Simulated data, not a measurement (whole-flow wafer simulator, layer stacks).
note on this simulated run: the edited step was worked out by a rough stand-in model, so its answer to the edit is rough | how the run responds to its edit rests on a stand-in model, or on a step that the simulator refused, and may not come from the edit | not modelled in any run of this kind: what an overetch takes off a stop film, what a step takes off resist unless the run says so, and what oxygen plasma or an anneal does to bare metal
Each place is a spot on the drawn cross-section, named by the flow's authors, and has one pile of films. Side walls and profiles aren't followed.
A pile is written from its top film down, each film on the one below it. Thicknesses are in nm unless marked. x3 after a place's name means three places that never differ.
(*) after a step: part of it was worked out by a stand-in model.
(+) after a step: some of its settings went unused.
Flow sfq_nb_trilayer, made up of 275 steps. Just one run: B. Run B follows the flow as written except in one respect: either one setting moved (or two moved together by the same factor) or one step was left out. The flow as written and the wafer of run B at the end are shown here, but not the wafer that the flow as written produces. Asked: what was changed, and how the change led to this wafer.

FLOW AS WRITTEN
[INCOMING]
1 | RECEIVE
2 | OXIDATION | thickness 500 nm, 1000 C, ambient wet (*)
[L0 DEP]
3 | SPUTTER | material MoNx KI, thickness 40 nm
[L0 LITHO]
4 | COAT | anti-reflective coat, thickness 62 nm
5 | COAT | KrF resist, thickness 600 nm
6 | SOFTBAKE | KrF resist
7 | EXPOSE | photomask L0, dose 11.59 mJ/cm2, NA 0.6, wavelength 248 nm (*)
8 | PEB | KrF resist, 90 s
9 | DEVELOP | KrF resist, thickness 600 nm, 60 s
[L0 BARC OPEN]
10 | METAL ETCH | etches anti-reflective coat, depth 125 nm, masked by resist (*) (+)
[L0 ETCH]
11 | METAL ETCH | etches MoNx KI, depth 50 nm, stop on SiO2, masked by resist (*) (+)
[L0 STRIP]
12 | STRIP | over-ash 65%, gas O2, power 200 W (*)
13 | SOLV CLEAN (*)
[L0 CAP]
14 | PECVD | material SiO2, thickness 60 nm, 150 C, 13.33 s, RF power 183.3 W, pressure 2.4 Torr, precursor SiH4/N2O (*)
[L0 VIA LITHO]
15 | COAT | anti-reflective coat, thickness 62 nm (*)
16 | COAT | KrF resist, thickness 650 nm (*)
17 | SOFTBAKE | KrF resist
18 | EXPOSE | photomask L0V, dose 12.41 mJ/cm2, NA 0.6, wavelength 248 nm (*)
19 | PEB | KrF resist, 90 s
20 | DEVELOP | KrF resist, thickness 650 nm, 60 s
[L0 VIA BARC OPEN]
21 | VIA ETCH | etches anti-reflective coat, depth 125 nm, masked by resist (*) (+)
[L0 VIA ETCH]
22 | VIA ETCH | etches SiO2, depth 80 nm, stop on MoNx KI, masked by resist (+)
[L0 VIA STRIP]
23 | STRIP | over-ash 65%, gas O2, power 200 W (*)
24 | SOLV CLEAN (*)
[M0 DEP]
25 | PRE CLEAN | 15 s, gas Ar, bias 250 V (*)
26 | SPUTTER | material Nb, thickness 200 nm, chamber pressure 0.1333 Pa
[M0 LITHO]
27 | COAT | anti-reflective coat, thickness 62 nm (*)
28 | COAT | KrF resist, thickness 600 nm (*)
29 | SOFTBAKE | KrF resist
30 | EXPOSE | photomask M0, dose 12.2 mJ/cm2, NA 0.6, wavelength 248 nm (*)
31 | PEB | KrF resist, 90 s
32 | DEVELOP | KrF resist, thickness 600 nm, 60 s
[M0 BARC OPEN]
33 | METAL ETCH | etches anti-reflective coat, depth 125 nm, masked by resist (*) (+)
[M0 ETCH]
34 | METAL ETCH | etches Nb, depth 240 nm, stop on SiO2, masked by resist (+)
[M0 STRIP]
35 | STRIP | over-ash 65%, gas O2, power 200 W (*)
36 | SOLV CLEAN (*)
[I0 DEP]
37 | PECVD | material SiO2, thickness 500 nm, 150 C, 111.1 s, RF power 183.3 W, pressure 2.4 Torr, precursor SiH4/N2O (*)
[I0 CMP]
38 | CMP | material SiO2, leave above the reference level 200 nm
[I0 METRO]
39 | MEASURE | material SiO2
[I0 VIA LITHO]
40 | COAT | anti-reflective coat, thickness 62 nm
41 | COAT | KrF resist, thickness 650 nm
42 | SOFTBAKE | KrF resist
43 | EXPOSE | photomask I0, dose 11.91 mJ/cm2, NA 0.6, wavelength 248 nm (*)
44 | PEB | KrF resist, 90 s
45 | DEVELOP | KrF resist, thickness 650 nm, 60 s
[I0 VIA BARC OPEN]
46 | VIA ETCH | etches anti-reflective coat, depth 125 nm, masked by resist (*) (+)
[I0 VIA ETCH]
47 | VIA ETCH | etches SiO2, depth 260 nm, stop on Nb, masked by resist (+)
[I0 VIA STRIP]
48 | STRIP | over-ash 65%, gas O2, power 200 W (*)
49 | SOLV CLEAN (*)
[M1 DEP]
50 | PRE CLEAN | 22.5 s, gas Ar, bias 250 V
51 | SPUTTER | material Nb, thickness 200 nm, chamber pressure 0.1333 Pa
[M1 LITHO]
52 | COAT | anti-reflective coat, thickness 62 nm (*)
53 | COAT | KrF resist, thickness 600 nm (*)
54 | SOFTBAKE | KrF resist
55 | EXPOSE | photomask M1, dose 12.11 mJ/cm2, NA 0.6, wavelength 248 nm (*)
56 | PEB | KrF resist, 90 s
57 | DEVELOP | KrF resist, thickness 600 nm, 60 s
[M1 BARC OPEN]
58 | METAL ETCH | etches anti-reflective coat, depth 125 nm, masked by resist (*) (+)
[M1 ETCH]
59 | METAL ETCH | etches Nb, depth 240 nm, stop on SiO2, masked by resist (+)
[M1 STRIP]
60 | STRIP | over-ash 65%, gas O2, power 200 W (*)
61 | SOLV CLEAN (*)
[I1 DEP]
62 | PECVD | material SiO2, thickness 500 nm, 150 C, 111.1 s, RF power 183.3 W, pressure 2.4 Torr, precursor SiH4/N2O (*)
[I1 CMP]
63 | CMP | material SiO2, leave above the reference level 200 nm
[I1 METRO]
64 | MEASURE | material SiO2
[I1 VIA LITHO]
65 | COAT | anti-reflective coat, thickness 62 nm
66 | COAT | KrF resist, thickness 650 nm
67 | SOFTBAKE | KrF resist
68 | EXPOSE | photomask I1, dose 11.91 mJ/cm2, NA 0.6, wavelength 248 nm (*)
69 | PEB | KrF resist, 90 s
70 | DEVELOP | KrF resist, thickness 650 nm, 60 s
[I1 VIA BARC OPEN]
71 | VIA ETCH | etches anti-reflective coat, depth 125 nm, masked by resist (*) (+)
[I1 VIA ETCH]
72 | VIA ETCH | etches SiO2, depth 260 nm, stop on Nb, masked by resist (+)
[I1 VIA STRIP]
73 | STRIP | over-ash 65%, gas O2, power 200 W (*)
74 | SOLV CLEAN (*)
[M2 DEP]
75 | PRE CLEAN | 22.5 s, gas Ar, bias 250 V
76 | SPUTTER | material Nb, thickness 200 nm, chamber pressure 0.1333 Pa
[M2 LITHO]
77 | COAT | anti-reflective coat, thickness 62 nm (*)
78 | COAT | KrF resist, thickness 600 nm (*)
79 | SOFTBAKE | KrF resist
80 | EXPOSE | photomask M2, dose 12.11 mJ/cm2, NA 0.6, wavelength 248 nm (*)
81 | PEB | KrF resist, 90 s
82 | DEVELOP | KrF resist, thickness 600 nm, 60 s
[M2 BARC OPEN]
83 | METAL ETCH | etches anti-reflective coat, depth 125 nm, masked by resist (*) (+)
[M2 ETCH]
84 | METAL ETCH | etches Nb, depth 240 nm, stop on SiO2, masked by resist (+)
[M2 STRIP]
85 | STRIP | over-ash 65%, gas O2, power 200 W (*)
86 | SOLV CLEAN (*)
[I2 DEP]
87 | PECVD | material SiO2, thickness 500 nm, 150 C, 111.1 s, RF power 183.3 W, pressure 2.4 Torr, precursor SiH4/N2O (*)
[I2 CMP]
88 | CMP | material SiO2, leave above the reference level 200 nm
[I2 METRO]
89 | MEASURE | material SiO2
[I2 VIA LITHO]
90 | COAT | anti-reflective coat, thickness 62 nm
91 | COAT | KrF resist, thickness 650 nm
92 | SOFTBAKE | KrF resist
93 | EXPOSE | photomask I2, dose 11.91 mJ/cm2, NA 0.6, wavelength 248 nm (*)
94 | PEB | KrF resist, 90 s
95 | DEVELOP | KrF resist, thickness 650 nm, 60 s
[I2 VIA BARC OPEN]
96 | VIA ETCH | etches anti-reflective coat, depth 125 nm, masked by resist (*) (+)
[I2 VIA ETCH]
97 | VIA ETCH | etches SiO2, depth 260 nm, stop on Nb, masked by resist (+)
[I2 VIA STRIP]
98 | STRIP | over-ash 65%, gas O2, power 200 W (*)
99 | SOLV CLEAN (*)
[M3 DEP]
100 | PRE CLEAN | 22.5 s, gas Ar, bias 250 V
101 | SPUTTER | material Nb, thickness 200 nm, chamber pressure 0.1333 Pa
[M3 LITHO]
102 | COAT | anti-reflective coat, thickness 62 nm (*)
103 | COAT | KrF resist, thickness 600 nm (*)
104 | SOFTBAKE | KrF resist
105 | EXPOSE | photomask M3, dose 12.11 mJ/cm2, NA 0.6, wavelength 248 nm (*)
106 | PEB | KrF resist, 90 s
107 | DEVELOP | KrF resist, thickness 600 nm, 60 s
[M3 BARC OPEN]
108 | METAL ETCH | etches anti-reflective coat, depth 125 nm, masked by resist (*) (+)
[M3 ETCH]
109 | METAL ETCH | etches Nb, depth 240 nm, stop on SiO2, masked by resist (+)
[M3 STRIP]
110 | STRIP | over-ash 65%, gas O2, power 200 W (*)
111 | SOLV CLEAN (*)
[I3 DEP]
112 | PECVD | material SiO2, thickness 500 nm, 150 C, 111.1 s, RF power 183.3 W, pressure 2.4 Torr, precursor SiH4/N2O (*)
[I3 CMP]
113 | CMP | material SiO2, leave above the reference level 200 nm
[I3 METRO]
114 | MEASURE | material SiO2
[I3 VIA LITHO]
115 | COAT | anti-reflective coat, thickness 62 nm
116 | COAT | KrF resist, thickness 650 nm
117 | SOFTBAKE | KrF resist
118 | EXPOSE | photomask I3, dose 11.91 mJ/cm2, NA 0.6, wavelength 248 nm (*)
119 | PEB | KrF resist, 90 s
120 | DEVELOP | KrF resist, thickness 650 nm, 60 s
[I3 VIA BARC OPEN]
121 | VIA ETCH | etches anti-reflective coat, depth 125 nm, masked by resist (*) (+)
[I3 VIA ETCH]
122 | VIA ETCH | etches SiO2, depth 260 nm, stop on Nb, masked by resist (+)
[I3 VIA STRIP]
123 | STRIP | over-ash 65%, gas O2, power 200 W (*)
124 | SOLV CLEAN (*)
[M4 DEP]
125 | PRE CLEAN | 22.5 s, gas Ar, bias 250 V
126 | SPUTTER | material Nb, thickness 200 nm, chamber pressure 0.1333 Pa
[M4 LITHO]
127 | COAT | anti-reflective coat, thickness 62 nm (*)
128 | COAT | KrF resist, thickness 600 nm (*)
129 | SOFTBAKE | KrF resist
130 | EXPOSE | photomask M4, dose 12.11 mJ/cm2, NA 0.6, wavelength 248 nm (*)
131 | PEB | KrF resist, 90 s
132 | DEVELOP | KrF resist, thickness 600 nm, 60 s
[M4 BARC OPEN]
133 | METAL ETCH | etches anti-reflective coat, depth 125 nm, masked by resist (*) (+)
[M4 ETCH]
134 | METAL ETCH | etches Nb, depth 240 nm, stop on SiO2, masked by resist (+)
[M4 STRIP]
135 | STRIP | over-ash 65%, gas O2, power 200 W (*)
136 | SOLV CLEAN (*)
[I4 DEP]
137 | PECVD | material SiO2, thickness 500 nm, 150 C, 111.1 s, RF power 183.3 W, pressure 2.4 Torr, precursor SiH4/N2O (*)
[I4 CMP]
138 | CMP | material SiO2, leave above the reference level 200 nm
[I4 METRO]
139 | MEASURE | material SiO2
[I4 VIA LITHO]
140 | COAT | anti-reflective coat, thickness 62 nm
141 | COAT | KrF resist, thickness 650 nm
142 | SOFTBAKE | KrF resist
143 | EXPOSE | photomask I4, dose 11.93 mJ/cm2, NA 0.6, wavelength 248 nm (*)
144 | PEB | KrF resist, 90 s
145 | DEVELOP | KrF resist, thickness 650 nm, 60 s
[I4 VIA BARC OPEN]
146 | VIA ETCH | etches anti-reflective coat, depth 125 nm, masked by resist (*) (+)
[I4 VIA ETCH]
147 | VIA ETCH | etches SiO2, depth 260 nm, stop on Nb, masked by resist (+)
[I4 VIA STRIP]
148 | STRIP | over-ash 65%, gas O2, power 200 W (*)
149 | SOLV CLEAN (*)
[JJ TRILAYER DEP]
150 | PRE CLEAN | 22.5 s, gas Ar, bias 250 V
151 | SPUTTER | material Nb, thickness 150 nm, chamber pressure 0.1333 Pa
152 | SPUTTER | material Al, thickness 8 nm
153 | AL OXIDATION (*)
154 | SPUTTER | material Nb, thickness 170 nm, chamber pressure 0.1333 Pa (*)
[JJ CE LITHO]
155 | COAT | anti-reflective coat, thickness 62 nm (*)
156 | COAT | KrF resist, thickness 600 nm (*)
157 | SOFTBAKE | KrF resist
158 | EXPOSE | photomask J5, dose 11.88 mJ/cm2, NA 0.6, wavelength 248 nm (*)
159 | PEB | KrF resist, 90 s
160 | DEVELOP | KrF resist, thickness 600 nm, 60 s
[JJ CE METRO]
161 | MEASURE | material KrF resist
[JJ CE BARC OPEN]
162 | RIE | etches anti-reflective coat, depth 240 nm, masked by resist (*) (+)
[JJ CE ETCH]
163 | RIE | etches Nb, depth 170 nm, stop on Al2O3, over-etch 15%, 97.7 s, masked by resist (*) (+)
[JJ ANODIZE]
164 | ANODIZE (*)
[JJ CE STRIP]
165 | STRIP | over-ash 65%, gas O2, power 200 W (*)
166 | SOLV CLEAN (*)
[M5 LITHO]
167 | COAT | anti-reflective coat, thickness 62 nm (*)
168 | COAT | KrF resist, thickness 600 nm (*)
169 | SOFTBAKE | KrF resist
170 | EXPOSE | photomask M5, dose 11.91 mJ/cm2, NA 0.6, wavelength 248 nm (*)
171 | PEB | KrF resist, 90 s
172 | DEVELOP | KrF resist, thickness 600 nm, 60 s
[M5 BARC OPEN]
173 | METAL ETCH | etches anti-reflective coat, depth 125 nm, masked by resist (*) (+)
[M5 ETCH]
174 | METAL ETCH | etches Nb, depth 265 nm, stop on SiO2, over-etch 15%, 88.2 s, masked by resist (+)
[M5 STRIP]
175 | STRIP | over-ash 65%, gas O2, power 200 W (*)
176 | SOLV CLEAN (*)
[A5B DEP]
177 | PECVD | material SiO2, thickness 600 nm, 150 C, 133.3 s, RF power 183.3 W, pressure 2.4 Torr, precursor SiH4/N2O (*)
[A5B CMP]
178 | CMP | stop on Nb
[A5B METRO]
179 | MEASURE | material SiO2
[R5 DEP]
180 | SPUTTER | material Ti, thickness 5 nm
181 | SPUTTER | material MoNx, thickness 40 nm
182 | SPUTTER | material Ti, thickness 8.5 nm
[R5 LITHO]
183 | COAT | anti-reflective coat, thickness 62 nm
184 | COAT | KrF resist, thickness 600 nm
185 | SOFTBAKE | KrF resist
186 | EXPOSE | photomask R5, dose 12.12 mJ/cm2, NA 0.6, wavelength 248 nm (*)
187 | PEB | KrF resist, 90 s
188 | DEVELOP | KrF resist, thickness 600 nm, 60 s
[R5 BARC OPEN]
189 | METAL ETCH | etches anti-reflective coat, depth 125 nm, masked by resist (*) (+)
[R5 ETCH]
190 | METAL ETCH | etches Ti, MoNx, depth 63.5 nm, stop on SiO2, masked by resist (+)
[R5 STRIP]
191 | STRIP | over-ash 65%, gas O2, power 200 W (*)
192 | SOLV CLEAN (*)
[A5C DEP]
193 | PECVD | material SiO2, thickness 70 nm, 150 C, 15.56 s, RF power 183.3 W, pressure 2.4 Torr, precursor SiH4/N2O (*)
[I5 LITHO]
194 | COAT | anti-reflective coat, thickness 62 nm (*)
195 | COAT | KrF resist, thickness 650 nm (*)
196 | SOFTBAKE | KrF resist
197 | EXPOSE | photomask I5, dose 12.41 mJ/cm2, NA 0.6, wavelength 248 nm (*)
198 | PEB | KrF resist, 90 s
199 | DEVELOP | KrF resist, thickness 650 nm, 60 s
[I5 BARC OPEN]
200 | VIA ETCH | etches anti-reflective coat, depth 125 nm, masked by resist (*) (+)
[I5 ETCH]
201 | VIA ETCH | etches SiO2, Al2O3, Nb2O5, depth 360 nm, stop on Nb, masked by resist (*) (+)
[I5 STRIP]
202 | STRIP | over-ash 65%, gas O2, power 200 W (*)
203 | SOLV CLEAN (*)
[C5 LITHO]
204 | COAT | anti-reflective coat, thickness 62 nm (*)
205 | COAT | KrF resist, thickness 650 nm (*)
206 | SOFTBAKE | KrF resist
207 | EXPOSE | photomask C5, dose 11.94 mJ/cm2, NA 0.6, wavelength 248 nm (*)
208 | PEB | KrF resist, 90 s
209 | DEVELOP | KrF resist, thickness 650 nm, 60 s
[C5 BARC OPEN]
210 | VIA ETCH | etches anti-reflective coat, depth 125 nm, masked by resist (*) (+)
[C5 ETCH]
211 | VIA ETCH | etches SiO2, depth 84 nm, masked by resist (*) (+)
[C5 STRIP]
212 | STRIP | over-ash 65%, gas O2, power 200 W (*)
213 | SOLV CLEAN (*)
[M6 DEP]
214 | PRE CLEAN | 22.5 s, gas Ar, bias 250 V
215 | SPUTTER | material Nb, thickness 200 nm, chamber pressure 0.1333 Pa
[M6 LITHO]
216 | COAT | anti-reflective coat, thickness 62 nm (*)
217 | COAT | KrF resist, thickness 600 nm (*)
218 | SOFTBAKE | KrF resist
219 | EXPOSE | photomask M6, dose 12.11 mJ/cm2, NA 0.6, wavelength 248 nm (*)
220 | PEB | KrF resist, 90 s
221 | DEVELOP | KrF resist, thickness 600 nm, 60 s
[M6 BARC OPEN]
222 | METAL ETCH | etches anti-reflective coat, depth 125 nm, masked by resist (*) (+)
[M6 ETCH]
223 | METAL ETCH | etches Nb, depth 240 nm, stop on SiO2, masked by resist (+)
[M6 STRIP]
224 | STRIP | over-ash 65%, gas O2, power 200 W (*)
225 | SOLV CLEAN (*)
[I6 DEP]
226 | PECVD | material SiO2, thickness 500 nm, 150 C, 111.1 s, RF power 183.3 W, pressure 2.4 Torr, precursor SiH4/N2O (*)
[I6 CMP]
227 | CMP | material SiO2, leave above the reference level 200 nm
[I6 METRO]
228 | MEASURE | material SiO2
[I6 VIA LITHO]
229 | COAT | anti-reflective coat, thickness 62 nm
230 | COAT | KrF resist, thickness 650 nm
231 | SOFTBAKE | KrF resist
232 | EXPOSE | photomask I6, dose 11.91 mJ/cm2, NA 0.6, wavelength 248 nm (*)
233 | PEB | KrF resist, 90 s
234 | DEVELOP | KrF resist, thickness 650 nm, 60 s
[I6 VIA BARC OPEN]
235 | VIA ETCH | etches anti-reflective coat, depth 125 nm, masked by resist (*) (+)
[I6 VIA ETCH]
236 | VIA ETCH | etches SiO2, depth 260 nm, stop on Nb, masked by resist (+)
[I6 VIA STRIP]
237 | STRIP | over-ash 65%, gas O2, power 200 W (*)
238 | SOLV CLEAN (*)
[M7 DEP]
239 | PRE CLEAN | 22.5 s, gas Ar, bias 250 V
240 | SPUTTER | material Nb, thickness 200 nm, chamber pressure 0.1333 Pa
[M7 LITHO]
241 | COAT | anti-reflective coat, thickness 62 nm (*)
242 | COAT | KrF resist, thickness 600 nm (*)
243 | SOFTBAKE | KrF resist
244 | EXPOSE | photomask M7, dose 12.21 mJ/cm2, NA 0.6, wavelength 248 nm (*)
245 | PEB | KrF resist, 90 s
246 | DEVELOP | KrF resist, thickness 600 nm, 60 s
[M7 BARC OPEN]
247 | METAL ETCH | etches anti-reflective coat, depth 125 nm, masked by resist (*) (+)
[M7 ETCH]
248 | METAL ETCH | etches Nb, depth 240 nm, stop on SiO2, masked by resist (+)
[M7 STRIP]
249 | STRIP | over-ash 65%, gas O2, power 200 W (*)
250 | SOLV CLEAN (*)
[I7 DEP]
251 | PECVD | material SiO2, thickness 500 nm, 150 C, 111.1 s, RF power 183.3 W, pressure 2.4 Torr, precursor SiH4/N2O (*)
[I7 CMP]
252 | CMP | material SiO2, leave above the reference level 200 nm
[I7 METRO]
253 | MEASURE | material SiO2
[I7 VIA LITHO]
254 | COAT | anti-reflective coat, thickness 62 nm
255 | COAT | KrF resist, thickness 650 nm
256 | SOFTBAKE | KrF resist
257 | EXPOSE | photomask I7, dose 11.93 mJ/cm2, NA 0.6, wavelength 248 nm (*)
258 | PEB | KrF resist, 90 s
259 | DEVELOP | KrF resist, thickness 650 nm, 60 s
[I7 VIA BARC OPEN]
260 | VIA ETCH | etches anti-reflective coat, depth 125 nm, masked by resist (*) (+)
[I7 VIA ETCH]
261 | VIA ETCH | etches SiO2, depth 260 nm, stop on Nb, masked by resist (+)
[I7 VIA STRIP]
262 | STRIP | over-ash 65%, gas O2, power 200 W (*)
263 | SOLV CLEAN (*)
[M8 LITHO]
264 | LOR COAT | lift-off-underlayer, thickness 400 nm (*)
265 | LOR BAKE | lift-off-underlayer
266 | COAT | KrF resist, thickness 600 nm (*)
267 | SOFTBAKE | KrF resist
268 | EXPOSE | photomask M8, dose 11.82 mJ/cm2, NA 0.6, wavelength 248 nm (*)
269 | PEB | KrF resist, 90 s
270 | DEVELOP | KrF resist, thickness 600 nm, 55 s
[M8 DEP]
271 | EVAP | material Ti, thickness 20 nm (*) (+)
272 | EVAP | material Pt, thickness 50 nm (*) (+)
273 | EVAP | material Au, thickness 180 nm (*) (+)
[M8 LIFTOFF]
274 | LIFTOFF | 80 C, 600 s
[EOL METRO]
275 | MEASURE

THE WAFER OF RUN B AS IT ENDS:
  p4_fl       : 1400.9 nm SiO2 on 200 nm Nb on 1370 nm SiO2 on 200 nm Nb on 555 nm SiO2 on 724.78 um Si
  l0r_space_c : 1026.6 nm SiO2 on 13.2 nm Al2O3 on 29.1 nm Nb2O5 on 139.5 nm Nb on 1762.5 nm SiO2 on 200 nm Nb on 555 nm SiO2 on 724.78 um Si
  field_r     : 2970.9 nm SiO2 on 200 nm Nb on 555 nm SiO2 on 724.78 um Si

The reason: step 154, SPUTTER: thickness 195 nm was run, whereas the flow has thickness 170 nm.

The path from the change to this, step by step:
  154 | SPUTTER | material Nb, thickness 170 nm, chamber pressure 0.1333 Pa (*)
      field_l, v_sur, via_sp and 100 more: Nb gains 195 (new film) (as written it would have been: Nb gains 170 (new film))
      via_wl, via_wr: Nb gains 161.6 (new film) (as written it would have been: Nb gains 140.7 (new film))
      (as well as at 1 more place)
  155 | COAT | anti-reflective coat, thickness 62 nm (*)
      via_wl, via_wr: anti-reflective coat gains 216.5 (new film) (as written it would have been: anti-reflective coat gains 209.4 (new film))
      via_w: anti-reflective coat gains 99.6 (new film) (as written it would have been: anti-reflective coat gains 97.4 (new film))
  162 | RIE | etches anti-reflective coat, depth 240 nm, masked by resist (*) (+)
      ce_l, c5j, ce_r, wl_jj: KrF resist loses 216.5 (as written it would have been: KrF resist loses 209.4)
      via_wl, via_wr: anti-reflective coat loses 216.5 (all of it) (as written it would have been: anti-reflective coat loses 209.4 (all of it))
      (as well as at 1 more place)
  163 | RIE | etches Nb, depth 170 nm, stop on Al2O3, over-etch 15%, 97.7 s, masked by resist (*) (+)
      field_l, v_sur, via_sp and 96 more: Nb loses 195 (all of it), Al2O3 loses 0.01 (as written it would have been: Nb loses 170 (all of it), Al2O3 loses 0.51)
      via_wl, via_wr: Nb loses 161.6 (all of it), Al2O3 loses 0.96 (all of it) (as written it would have been: Nb loses 140.7 (all of it), Al2O3 loses 0.96 (all of it))
      (as well as at 1 more place)
  164 | ANODIZE (*)
      field_l, v_sur, via_sp and 96 more: Al2O3 gains 12.2, Nb2O5 gains 29.1 (new film), Al loses 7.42 (all of it), Nb loses 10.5 (as written it would have been: Al2O3 gains 12.2, Nb2O5 gains 29.9 (new film), Al loses 7.42 (all of it), Nb loses 10.8)
  165 | STRIP | over-ash 65%, gas O2, power 200 W (*)
      c5j, ce_r: KrF resist loses 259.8 (all of it), anti-reflective coat loses 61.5 (all of it) (as written it would have been: KrF resist loses 266.9 (all of it), anti-reflective coat loses 61.5 (all of it))
      ce_l: KrF resist loses 259.7 (all of it), anti-reflective coat loses 61.4 (all of it) (as written it would have been: KrF resist loses 266.8 (all of it), anti-reflective coat loses 61.4 (all of it))
      (as well as at 1 more place)
  167 | COAT | anti-reflective coat, thickness 62 nm (*)
      wl_j_sl, wl_j_sr: anti-reflective coat gains 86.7 (new film) (as written it would have been: anti-reflective coat gains 83.3 (new film))
      jj_sur: anti-reflective coat gains 85.7 (new film) (as written it would have been: anti-reflective coat gains 82.6 (new film))
      (as well as at 5 more places)
  168 | COAT | KrF resist, thickness 600 nm (*)
      ce_l: KrF resist gains 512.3 (new film) (as written it would have been: KrF resist gains 528.3 (new film))
      c5j: KrF resist gains 493.2 (new film) (as written it would have been: KrF resist gains 507.6 (new film))
      (as well as at 2 more places)
  174 | METAL ETCH | etches Nb, depth 265 nm, stop on SiO2, over-etch 15%, 88.2 s, masked by resist (+)
      field_l, r_sur, res and 50 more: Al2O3 loses 13.1 (all of it), Nb2O5 loses 29.1 (all of it), Nb loses 139.5 (all of it), SiO2 loses 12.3 (as written it would have been: Al2O3 loses 12.6 (all of it), Nb2O5 loses 29.9 (all of it), Nb loses 139.2 (all of it), SiO2 loses 12.3)
  175 | STRIP | over-ash 65%, gas O2, power 200 W (*)
      jj_sur: KrF resist loses 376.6 (all of it), anti-reflective coat loses 85.7 (all of it) (as written it would have been: KrF resist loses 374.7 (all of it), anti-reflective coat loses 82.6 (all of it))
      ce_l: KrF resist loses 283.7 (all of it), anti-reflective coat loses 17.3 (all of it) (as written it would have been: KrF resist loses 299.6 (all of it), anti-reflective coat loses 19.6 (all of it))
      (as well as at 6 more places)
  178 | CMP | stop on Nb
      v_sur, via_sp, via_v and 43 more: SiO2 loses 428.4 (as written it would have been: SiO2 loses 453.5)
      field_l, p4_fl, p4_fm and 39 more: SiO2 loses 234.3 (as written it would have been: SiO2 loses 259.3)
      (as well as at 14 more places)
  201 | VIA ETCH | etches SiO2, Al2O3, Nb2O5, depth 360 nm, stop on Nb, masked by resist (*) (+)
      be: SiO2 loses 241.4 (all of it), Al2O3 loses 13.2 (all of it), Nb2O5 loses 29.1 (all of it) (as written it would have been: SiO2 loses 216.4 (all of it), Al2O3 loses 12.7 (all of it), Nb2O5 loses 29.9 (all of it))
  204 | COAT | anti-reflective coat, thickness 62 nm (*)
      be: anti-reflective coat gains 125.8 (new film) (as written it would have been: anti-reflective coat gains 122.2 (new film))
  205 | COAT | KrF resist, thickness 650 nm (*)
      be: KrF resist gains 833 (new film) (as written it would have been: KrF resist gains 815.3 (new film))
  212 | STRIP | over-ash 65%, gas O2, power 200 W (*)
      be: KrF resist loses 745.8 (all of it), anti-reflective coat loses 125.8 (all of it) (as written it would have been: KrF resist loses 728.2 (all of it), anti-reflective coat loses 122.2 (all of it))
  215 | SPUTTER | material Nb, thickness 200 nm, chamber pressure 0.1333 Pa
      be: Nb gains 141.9 (as written it would have been: Nb gains 147.3)
  ... 3 further steps ...
  226 | PECVD | material SiO2, thickness 500 nm, 150 C, 111.1 s, RF power 183.3 W, pressure 2.4 Torr, precursor SiH4/N2O (*)
      be: SiO2 gains 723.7 (new film) (as written it would have been: SiO2 gains 693.5 (new film))
